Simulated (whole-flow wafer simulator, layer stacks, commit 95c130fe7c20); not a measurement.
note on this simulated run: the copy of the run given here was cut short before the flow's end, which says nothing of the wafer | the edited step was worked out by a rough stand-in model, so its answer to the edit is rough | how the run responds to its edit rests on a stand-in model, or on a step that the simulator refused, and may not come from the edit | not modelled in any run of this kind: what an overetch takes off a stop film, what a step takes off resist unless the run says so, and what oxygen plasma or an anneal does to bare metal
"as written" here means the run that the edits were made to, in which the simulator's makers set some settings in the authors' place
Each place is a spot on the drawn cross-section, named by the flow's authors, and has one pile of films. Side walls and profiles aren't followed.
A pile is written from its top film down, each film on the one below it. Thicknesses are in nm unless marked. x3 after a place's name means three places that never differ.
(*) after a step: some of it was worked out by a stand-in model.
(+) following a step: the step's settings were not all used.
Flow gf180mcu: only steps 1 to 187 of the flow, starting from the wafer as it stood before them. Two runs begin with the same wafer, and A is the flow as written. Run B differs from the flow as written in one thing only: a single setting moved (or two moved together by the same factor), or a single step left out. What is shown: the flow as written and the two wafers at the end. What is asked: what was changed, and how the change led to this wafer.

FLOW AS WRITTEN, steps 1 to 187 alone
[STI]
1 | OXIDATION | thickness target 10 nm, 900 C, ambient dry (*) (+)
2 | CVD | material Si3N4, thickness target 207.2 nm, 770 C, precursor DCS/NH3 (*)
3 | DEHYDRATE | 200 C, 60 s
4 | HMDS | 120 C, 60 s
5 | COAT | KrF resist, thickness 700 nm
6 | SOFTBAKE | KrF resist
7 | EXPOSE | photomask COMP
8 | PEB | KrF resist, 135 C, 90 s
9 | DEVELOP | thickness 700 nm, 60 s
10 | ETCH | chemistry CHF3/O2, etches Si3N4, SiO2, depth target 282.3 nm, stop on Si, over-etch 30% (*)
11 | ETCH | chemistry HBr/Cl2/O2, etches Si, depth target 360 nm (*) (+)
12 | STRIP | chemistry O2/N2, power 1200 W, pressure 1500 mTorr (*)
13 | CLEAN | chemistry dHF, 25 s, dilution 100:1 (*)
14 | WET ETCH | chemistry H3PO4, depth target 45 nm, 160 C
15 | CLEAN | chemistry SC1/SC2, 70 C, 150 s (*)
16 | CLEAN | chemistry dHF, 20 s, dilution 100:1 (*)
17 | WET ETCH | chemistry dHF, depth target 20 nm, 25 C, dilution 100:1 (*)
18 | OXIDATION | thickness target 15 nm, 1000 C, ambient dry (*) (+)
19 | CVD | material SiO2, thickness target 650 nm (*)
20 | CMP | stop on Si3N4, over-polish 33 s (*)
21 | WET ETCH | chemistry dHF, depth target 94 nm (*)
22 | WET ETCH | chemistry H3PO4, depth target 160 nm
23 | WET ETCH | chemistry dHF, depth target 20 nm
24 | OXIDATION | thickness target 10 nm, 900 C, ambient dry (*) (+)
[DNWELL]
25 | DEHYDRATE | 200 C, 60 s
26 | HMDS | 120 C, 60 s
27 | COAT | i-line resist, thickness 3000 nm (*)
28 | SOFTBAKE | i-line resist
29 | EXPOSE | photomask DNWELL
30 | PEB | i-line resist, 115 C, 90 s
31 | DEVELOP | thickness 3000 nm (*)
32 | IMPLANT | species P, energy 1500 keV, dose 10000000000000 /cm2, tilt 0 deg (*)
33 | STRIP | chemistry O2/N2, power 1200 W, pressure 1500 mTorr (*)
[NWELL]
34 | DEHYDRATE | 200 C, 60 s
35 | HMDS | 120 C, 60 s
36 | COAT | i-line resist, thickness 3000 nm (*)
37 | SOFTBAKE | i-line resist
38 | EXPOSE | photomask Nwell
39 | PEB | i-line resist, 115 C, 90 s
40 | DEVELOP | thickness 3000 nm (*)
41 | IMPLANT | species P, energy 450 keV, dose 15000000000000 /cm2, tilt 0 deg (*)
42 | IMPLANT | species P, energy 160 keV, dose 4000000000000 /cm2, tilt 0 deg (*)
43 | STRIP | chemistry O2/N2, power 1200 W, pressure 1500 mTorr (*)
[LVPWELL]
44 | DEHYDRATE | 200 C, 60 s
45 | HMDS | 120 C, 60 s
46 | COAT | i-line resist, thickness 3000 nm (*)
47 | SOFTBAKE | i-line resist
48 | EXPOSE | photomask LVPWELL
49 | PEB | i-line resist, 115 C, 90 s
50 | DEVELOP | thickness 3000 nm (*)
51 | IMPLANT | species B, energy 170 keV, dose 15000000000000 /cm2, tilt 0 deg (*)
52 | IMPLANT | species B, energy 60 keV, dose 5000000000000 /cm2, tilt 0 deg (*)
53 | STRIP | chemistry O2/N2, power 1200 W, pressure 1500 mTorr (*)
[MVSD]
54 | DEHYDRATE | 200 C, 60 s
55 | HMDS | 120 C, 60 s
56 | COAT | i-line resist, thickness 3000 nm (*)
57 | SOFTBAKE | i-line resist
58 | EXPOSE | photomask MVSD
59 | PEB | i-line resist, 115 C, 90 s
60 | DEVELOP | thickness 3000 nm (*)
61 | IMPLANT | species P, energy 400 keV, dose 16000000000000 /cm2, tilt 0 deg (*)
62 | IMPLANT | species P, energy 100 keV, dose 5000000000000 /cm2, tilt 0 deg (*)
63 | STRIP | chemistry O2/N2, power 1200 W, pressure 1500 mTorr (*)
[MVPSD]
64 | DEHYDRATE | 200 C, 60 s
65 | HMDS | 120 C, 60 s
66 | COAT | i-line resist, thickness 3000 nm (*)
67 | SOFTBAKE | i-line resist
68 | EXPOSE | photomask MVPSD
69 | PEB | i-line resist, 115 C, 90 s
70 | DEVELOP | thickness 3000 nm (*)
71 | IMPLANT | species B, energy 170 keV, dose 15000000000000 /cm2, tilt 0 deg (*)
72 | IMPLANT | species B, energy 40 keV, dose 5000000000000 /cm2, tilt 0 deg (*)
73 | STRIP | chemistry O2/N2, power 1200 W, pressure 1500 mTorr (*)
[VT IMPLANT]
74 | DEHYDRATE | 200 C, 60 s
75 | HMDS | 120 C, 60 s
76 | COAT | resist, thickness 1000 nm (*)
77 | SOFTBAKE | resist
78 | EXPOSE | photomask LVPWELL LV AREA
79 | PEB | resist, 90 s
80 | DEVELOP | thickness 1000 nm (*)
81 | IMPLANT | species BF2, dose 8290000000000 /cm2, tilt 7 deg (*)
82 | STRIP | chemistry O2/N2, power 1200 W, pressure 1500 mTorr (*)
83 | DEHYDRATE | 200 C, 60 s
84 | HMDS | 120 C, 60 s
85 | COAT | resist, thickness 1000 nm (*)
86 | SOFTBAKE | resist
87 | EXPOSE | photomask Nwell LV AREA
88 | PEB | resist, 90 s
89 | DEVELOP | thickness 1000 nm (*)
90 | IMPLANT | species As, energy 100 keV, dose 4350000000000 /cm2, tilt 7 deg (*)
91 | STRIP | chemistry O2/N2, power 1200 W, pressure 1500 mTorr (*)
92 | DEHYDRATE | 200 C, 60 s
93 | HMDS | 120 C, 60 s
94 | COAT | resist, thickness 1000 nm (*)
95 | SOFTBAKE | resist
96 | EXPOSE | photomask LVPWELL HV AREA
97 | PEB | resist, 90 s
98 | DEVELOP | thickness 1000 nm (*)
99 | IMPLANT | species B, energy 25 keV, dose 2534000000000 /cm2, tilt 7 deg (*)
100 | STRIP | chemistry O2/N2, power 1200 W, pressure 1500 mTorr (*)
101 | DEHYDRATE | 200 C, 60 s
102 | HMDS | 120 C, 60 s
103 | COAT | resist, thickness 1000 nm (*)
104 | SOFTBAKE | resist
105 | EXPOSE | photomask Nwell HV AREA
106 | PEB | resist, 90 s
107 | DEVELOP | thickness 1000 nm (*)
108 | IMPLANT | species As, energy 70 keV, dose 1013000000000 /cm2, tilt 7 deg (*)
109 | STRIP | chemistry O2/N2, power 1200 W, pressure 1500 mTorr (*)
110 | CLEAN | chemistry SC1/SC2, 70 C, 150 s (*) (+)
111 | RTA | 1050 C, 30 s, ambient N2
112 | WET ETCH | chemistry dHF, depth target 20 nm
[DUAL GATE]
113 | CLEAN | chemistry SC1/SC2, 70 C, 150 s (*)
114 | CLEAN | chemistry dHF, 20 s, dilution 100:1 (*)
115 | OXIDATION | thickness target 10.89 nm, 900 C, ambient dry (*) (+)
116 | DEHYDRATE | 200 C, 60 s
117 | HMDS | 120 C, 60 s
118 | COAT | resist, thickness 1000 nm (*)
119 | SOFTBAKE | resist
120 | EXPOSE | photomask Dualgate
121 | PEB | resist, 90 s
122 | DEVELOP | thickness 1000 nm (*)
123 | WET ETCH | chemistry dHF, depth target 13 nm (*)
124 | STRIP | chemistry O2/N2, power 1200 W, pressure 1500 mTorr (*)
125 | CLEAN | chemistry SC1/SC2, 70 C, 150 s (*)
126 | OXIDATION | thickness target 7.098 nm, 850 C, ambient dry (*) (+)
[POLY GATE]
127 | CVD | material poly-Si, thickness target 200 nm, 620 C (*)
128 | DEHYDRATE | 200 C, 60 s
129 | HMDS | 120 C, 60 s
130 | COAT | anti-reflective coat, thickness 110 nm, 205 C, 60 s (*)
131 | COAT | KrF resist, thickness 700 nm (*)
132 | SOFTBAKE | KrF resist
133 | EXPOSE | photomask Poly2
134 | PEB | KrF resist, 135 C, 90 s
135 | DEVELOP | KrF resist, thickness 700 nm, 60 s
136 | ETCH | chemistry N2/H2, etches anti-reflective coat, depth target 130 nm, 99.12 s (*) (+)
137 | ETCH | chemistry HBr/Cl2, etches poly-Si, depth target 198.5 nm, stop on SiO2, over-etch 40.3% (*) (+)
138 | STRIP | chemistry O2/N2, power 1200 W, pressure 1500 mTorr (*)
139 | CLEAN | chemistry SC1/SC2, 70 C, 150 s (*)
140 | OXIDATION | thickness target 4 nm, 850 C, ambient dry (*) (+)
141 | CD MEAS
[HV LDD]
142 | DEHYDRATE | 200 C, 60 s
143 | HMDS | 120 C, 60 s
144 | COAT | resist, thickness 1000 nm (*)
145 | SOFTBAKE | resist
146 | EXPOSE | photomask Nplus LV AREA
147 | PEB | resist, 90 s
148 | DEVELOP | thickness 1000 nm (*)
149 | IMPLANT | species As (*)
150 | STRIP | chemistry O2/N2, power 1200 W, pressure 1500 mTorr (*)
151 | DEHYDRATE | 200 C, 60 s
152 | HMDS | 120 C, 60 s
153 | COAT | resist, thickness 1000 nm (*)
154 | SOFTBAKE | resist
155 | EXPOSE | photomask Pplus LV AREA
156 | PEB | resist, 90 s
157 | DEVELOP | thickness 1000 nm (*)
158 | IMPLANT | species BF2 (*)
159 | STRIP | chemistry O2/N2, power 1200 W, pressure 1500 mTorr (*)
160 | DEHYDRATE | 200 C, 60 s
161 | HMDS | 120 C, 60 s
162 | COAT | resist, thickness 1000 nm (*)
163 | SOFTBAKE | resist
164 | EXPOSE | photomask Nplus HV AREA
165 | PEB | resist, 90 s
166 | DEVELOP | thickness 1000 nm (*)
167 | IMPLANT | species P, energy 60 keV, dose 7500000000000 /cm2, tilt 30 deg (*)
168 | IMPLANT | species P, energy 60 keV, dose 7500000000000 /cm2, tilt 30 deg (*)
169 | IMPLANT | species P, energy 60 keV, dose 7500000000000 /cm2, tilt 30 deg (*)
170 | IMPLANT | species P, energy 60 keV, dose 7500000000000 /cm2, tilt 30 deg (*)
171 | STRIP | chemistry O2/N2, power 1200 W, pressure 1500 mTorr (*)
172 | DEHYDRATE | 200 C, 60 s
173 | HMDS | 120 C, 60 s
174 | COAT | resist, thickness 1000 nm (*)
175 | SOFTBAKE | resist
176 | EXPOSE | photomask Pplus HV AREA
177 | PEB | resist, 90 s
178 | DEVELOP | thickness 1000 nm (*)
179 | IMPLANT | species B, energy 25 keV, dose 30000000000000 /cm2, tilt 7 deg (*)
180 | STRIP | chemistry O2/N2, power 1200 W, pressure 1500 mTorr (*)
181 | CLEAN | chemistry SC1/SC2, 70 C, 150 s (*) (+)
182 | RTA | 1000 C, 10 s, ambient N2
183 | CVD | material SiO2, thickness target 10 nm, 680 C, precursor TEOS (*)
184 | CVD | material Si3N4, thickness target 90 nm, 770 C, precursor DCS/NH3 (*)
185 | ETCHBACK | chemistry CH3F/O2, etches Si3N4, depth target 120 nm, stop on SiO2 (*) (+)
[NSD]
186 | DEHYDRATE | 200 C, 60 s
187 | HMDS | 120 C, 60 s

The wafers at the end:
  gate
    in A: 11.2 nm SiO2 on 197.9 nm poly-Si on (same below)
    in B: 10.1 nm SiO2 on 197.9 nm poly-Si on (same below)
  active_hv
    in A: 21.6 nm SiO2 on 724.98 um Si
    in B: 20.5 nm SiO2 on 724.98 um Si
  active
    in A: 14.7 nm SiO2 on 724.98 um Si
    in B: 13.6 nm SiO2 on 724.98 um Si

Cause: step 184, CVD: thickness target 76.7 nm was run, while the flow as written has thickness target 90 nm.

The path from the change to this, step by step:
  184 | CVD | material Si3N4, thickness target 90 nm, 770 C, precursor DCS/NH3 (*)
      field, field__w1, field__w2 and 101 more: A Si3N4 gains 90 (new film) | B Si3N4 gains 76.7 (new film)
  185 | ETCHBACK | chemistry CH3F/O2, etches Si3N4, depth target 120 nm, stop on SiO2 (*) (+)
      field, field__w1, field__w2 and 100 more: A Si3N4 loses 90 (all of it), SiO2 loses 2.5 | B Si3N4 loses 76.7 (all of it), SiO2 loses 3.61
